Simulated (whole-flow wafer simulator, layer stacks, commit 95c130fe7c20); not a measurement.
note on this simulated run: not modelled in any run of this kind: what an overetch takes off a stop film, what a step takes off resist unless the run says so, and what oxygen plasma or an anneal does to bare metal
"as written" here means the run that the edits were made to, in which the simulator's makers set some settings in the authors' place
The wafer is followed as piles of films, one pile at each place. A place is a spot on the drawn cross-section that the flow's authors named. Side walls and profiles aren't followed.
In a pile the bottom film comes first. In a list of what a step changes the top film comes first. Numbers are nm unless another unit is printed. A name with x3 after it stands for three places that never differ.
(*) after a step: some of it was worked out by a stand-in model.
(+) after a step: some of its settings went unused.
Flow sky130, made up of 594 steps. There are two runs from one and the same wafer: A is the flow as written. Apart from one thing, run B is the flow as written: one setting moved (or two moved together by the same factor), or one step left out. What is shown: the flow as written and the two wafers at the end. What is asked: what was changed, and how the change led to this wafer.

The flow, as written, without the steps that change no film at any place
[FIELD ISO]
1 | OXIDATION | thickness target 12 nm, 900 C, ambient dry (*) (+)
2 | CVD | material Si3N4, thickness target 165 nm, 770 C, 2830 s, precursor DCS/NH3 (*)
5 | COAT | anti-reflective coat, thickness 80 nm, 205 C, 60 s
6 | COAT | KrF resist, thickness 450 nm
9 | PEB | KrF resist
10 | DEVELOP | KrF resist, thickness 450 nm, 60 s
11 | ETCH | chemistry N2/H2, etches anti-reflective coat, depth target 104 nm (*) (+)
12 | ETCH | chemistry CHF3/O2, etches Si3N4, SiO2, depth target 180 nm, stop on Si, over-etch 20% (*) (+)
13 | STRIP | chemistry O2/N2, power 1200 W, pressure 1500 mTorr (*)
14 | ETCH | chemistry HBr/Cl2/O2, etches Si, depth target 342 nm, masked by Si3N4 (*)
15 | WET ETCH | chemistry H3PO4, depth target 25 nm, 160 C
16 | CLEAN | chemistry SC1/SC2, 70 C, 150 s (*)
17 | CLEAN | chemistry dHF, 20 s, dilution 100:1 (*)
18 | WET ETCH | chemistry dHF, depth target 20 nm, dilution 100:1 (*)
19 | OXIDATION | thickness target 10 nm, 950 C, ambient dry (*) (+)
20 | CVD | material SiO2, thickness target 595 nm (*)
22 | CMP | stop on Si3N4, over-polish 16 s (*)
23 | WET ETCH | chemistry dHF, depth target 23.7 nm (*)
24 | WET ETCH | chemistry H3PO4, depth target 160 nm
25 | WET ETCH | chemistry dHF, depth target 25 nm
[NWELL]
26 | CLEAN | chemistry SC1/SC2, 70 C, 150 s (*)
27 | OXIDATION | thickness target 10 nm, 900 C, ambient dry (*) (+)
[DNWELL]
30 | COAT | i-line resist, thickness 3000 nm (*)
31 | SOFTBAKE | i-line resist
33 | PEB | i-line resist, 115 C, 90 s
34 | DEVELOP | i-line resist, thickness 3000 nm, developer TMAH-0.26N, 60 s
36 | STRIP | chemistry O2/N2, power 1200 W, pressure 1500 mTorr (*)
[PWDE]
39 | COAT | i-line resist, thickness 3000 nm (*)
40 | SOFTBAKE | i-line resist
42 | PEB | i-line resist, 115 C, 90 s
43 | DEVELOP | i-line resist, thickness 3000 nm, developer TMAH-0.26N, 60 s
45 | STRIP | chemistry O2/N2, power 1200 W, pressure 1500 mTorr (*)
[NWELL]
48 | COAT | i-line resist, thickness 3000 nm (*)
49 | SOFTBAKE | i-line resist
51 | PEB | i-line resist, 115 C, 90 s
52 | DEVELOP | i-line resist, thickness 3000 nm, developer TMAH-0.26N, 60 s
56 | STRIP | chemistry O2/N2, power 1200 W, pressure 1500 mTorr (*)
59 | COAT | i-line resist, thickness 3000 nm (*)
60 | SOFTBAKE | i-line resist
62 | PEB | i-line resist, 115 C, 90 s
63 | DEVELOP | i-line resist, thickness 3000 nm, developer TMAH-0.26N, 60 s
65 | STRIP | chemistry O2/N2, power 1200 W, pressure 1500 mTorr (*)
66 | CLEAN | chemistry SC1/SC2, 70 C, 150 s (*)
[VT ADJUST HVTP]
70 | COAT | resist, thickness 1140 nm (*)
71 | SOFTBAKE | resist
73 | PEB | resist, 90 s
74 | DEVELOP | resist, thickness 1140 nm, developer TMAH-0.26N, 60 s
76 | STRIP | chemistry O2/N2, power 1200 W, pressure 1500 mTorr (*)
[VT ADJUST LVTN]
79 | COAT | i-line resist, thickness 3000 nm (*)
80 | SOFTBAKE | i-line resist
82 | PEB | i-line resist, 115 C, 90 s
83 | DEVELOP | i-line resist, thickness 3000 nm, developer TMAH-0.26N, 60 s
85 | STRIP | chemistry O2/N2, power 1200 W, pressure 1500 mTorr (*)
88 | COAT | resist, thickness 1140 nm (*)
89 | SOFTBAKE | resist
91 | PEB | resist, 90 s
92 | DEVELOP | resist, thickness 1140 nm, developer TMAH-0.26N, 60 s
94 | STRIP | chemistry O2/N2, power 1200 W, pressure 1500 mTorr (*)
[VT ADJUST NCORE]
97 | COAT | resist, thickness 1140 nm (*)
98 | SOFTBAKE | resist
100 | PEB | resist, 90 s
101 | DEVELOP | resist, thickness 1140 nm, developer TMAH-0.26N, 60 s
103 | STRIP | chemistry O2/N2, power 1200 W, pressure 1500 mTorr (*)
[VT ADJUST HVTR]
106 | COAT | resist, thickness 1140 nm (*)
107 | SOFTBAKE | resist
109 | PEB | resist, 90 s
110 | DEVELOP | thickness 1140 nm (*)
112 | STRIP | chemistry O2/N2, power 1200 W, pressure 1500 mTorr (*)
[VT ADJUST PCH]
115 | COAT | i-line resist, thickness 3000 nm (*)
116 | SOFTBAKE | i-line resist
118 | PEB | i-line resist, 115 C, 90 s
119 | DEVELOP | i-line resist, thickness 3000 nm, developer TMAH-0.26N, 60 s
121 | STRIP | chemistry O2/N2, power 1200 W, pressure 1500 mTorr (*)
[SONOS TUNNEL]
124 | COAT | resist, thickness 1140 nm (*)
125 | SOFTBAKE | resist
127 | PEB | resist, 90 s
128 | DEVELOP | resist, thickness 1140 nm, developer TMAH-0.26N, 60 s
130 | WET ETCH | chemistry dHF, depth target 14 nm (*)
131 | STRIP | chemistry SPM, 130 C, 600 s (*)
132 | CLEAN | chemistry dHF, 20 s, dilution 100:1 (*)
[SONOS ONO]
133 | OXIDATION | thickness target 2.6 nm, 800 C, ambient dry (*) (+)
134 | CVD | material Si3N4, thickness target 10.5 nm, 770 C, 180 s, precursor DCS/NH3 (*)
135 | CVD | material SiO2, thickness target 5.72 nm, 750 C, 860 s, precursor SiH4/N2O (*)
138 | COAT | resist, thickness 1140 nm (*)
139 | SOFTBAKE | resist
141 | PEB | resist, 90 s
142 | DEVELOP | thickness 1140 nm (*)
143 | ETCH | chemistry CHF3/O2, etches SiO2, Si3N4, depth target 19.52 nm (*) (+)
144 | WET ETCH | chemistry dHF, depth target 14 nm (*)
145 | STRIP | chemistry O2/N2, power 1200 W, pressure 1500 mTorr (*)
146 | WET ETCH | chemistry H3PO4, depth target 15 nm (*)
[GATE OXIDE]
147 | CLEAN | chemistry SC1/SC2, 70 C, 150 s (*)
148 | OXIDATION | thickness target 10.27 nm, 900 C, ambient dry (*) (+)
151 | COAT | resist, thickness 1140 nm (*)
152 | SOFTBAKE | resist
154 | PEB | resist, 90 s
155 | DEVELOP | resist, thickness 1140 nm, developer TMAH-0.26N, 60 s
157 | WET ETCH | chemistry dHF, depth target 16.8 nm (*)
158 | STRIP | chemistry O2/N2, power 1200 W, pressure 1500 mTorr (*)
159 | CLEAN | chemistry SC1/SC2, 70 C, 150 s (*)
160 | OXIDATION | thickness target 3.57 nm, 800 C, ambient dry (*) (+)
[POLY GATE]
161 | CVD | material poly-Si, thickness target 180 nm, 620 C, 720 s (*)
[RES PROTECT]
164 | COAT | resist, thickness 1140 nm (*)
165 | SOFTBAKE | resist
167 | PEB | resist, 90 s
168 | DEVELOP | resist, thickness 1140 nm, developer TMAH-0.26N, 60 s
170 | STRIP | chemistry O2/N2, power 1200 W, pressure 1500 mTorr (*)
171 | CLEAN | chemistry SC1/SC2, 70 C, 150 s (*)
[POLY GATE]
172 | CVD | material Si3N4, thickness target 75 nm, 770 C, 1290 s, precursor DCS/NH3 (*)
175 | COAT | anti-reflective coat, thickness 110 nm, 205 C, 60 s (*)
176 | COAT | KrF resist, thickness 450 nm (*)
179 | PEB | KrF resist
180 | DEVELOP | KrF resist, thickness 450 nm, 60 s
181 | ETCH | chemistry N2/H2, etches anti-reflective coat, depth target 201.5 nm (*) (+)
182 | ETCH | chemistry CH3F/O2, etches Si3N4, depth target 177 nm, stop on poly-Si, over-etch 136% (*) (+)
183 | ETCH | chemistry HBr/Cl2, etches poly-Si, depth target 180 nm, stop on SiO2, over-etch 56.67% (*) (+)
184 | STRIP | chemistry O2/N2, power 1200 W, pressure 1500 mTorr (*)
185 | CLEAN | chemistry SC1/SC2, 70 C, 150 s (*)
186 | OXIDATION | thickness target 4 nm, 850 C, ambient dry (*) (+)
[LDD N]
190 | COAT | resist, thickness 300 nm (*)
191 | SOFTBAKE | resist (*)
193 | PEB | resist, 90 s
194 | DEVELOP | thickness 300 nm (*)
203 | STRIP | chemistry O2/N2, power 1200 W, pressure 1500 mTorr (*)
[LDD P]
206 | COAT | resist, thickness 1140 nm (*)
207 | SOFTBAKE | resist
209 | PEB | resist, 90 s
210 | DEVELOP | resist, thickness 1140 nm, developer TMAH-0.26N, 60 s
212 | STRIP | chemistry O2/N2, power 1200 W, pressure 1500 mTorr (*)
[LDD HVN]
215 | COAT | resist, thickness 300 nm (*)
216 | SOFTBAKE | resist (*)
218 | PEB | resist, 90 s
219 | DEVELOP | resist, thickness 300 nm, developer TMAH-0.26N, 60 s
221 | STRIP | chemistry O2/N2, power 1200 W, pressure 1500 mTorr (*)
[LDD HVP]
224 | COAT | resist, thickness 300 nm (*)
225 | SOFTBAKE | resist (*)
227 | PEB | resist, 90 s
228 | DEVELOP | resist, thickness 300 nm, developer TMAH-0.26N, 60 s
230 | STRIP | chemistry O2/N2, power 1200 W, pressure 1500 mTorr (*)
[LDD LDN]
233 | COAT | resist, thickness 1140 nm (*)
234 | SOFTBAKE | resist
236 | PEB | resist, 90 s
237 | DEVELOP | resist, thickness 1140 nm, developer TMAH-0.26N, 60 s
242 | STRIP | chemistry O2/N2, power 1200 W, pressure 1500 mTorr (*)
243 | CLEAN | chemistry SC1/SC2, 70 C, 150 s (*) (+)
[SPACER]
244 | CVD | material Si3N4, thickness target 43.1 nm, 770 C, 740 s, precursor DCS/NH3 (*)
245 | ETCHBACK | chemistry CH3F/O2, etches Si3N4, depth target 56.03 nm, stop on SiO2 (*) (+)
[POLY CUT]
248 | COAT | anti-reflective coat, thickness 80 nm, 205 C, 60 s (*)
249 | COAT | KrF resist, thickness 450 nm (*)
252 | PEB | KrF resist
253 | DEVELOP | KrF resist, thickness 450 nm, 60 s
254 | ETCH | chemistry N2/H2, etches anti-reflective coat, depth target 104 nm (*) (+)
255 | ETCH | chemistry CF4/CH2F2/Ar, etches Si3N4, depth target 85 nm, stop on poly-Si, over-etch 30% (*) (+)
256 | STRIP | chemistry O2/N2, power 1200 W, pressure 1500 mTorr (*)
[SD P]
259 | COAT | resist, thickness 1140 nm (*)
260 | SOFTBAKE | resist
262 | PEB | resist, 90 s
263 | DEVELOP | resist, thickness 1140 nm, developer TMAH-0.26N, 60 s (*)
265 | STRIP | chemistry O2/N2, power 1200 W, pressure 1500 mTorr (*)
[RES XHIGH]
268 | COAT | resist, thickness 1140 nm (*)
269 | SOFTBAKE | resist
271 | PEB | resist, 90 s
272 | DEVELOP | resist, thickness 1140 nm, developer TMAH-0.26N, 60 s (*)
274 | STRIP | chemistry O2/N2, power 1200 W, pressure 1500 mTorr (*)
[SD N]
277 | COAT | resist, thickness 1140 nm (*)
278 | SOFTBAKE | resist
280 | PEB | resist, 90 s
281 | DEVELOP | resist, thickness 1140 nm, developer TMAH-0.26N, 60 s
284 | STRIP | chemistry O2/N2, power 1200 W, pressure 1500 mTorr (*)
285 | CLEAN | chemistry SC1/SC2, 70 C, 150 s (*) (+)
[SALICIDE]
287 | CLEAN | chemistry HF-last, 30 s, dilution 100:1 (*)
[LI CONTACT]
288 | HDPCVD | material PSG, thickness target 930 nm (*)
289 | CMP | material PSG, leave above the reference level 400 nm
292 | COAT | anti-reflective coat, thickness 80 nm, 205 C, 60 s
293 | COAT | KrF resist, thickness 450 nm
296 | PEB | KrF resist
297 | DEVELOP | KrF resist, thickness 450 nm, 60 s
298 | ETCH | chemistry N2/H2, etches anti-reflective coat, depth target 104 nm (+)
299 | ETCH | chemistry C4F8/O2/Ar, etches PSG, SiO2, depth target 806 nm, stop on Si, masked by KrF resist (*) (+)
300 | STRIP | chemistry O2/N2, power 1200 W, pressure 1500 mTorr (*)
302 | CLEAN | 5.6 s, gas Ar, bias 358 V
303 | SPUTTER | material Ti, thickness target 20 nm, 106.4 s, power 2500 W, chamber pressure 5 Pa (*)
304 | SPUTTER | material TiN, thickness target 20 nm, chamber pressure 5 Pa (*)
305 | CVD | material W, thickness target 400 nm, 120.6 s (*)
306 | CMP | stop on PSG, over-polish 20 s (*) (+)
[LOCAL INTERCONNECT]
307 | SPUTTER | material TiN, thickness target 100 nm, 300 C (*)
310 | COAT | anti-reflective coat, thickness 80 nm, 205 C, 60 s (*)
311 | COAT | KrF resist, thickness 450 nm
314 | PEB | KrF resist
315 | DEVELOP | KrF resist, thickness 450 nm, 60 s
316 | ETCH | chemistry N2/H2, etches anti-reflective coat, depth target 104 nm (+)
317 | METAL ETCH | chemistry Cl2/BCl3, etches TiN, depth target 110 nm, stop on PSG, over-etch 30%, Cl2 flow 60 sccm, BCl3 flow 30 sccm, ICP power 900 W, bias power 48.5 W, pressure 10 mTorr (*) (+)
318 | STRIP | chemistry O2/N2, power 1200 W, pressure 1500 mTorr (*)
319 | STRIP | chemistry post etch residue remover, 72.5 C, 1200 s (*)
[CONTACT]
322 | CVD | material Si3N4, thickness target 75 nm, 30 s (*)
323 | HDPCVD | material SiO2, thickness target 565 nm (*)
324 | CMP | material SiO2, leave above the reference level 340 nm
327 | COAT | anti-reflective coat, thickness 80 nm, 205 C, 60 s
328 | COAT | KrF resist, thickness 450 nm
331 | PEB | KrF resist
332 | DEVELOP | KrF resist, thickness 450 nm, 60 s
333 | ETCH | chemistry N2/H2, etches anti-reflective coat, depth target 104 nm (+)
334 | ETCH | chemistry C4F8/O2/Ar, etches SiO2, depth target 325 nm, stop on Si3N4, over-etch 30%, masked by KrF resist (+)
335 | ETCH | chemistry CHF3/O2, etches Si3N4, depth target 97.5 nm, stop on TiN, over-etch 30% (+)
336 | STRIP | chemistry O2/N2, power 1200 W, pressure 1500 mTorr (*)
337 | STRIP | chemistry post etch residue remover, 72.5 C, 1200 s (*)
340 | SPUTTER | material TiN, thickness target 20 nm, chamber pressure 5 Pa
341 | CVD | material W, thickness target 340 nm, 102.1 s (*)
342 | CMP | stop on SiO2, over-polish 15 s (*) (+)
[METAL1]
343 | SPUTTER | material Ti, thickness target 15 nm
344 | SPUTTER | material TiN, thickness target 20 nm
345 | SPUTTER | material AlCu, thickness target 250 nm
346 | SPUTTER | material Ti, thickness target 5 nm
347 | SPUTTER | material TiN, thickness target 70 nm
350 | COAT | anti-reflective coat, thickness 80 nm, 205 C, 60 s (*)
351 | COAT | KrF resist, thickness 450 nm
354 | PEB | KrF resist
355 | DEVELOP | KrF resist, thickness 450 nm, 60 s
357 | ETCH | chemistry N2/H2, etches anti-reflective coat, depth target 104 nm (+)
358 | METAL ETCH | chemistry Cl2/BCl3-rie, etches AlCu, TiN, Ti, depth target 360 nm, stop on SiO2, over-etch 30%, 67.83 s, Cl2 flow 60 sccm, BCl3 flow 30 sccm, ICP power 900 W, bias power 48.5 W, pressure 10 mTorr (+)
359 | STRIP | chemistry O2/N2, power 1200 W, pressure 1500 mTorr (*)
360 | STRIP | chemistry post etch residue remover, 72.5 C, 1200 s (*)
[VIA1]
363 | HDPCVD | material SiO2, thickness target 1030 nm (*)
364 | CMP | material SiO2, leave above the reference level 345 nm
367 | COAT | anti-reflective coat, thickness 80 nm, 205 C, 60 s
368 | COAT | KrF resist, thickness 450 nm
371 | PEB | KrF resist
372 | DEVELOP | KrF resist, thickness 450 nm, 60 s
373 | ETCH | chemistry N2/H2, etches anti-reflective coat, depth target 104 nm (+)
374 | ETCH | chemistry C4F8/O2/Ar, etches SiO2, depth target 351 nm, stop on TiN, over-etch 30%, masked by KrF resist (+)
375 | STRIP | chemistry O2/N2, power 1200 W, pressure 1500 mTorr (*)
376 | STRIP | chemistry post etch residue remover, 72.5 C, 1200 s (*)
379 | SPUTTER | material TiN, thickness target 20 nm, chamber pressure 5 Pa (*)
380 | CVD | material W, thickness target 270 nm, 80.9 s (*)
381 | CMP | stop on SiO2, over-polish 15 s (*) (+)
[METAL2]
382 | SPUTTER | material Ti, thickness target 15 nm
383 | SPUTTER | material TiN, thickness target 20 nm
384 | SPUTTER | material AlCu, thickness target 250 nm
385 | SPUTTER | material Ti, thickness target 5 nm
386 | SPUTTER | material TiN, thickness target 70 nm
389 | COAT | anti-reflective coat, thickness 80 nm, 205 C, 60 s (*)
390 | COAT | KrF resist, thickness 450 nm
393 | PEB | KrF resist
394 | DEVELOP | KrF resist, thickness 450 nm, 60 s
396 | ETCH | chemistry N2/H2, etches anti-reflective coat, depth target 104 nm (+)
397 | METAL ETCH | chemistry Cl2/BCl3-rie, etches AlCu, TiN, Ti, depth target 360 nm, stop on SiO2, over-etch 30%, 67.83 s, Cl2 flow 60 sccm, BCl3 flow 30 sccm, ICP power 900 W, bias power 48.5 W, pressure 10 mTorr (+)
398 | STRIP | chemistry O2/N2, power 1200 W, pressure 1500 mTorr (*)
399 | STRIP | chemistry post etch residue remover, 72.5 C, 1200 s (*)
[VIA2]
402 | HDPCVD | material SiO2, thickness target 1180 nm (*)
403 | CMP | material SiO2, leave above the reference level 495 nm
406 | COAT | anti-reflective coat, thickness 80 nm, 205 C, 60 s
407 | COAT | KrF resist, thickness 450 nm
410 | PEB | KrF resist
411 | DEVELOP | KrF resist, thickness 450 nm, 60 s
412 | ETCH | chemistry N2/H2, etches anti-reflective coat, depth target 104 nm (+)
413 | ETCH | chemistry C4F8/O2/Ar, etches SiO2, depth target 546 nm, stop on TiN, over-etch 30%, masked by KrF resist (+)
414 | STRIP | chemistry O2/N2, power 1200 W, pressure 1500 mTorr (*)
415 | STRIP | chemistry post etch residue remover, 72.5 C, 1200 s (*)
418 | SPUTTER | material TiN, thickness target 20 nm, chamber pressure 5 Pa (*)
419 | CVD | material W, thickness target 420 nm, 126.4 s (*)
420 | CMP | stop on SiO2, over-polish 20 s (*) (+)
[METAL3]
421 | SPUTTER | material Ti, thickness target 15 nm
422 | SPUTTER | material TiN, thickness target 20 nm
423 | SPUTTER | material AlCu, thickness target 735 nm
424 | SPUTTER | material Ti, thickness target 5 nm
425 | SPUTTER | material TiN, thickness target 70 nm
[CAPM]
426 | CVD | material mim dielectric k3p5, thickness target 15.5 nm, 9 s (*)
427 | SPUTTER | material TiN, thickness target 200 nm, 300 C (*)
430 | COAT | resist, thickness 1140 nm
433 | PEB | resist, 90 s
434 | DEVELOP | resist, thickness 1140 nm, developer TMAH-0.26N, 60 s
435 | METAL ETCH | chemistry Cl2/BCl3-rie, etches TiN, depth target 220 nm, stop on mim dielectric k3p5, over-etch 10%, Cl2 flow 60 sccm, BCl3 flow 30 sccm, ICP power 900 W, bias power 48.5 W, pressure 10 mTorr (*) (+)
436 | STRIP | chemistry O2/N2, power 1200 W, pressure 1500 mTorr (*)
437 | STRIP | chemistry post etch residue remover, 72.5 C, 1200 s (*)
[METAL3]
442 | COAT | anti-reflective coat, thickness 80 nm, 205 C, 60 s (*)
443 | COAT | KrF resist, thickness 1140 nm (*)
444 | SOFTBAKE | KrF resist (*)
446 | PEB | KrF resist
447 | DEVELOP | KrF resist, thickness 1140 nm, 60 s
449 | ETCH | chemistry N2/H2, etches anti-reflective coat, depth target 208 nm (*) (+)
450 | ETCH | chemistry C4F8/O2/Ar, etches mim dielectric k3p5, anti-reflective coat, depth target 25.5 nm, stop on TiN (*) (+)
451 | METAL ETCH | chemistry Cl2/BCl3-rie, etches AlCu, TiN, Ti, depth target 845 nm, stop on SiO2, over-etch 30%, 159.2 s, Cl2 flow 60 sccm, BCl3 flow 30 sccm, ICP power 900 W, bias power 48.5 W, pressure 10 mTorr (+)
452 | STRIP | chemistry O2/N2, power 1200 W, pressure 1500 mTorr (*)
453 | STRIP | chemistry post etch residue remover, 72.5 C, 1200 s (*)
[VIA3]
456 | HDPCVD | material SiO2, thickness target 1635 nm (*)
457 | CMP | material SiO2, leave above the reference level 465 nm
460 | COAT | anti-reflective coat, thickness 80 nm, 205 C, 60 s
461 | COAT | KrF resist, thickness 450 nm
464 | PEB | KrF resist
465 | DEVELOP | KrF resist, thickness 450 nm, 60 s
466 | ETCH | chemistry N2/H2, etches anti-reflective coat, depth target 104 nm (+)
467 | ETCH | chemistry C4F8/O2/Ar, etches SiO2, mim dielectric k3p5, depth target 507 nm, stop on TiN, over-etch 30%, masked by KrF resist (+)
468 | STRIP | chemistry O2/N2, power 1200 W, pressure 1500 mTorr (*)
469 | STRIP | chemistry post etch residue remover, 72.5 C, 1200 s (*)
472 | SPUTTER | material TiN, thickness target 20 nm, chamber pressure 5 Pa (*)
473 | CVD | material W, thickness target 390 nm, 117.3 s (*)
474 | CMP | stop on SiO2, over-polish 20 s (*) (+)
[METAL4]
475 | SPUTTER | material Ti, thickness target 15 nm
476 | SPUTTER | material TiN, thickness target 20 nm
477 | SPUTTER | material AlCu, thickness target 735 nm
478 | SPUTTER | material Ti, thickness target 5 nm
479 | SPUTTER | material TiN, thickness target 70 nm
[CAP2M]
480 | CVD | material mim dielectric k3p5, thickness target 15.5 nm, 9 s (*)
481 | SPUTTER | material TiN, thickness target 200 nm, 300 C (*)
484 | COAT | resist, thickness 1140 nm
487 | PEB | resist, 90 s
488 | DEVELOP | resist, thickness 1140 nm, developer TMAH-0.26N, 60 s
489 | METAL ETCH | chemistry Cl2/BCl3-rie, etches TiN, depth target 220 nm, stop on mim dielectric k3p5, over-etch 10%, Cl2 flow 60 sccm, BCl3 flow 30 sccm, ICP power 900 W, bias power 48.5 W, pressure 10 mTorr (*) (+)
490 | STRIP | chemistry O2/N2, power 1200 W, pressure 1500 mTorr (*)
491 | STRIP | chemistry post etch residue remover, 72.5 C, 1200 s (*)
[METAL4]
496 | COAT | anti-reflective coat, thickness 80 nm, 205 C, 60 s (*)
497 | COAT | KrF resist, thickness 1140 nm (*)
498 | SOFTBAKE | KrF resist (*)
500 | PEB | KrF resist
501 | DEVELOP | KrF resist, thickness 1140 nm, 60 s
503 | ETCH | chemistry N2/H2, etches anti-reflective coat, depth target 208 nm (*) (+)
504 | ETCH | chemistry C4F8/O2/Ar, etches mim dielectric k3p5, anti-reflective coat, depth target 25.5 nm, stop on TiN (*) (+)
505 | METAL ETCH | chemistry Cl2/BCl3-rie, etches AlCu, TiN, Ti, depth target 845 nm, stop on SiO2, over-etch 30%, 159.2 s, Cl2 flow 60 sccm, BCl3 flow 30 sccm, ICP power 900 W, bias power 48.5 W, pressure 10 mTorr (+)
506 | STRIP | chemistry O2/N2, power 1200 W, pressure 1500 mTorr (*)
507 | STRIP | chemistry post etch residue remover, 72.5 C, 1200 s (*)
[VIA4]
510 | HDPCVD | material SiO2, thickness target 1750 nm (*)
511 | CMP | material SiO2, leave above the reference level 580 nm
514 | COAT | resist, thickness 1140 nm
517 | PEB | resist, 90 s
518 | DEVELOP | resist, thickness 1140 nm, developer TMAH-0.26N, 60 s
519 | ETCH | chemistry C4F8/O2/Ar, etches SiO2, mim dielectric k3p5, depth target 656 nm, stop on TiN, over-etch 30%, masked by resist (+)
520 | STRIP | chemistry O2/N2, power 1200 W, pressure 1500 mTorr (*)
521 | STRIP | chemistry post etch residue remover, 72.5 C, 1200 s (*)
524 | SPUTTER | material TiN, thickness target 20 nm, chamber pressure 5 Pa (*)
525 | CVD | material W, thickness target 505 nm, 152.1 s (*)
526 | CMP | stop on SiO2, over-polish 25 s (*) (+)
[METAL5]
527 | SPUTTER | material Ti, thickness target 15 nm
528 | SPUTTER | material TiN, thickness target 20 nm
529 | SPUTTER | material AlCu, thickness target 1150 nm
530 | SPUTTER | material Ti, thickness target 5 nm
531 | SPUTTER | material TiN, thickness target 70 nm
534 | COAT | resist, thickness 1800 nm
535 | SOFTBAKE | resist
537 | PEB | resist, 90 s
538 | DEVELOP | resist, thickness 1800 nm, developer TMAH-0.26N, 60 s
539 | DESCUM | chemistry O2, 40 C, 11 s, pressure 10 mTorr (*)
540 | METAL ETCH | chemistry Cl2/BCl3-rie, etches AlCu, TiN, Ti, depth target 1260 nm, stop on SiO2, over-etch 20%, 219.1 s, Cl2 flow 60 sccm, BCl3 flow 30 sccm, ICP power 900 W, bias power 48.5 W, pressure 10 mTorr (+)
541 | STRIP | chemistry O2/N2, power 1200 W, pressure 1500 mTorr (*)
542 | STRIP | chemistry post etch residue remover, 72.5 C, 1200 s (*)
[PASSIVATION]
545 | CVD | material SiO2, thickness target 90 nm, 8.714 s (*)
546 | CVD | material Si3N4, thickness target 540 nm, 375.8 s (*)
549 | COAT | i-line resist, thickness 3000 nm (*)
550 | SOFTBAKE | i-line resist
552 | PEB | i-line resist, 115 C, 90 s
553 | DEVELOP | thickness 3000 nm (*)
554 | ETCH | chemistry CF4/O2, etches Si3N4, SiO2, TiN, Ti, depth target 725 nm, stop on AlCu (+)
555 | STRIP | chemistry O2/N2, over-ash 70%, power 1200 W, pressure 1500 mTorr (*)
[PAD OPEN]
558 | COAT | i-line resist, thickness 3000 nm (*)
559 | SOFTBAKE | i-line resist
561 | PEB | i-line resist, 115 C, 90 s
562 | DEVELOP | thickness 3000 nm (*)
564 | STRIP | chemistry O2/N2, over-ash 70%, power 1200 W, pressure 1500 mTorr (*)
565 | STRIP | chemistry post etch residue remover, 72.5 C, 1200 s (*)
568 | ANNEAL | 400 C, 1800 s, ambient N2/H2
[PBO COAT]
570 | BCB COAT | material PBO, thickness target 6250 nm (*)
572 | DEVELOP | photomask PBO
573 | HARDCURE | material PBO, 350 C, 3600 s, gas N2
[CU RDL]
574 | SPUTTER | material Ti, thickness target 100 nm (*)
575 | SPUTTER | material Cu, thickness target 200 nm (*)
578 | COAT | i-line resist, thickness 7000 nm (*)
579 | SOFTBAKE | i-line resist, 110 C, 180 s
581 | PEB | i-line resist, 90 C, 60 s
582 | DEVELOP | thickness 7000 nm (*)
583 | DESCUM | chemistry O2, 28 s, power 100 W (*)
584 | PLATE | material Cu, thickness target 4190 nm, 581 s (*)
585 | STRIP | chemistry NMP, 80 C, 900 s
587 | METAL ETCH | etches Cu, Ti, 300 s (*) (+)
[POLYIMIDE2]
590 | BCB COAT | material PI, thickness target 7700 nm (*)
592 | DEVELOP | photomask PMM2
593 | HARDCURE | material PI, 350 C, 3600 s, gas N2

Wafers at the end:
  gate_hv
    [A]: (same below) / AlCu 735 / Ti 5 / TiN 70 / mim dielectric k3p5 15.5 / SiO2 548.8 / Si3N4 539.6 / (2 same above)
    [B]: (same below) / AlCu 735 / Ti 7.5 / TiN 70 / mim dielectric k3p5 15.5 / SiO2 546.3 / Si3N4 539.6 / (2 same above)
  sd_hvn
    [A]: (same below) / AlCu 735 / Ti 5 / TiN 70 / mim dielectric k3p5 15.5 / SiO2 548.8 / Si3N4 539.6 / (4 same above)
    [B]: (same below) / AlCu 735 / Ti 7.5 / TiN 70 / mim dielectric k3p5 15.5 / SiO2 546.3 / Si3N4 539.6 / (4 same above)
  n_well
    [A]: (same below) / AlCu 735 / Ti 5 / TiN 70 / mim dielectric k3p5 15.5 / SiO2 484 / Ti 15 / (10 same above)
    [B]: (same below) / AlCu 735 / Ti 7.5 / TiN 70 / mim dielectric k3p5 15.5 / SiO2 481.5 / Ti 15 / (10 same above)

Cause: step 478, SPUTTER: thickness target 7.5 nm was run, though the flow has thickness target 5 nm.
One can read it off the wafer: gate_hv has Ti 7.5, and step 478 as written asks for 5 nm.

How this came from the change, step by step:
  478 | SPUTTER | material Ti, thickness target 5 nm
      field, active, n_well and 189 more: A +5 Ti (new film) | B +7.5 Ti (new film)
  505 | METAL ETCH | chemistry Cl2/BCl3-rie, etches AlCu, TiN, Ti, depth target 845 nm, stop on SiO2, over-etch 30%, 159.2 s, Cl2 flow 60 sccm, BCl3 flow 30 sccm, ICP power 900 W, bias power 48.5 W, pressure 10 mTorr (+)
      field, active, gate and 70 more: A -70 TiN (all of it), -5 Ti (all of it), -735 AlCu (all of it), -20 TiN (all of it), -15 Ti (all of it), -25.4 SiO2 | B -70 TiN (all of it), -7.5 Ti (all of it), -735 AlCu (all of it), -20 TiN (all of it), -15 Ti (all of it), -25.1 SiO2
      vpp_iso1, mim_edge_plate, m1_ln and 12 more: A -70 TiN (all of it), -5 Ti (all of it), -735 AlCu (all of it), -20 TiN (all of it), -15 Ti (all of it), -25.3 SiO2 | B -70 TiN (all of it), -7.5 Ti (all of it), -735 AlCu (all of it), -20 TiN (all of it), -15 Ti (all of it), -25.1 SiO2
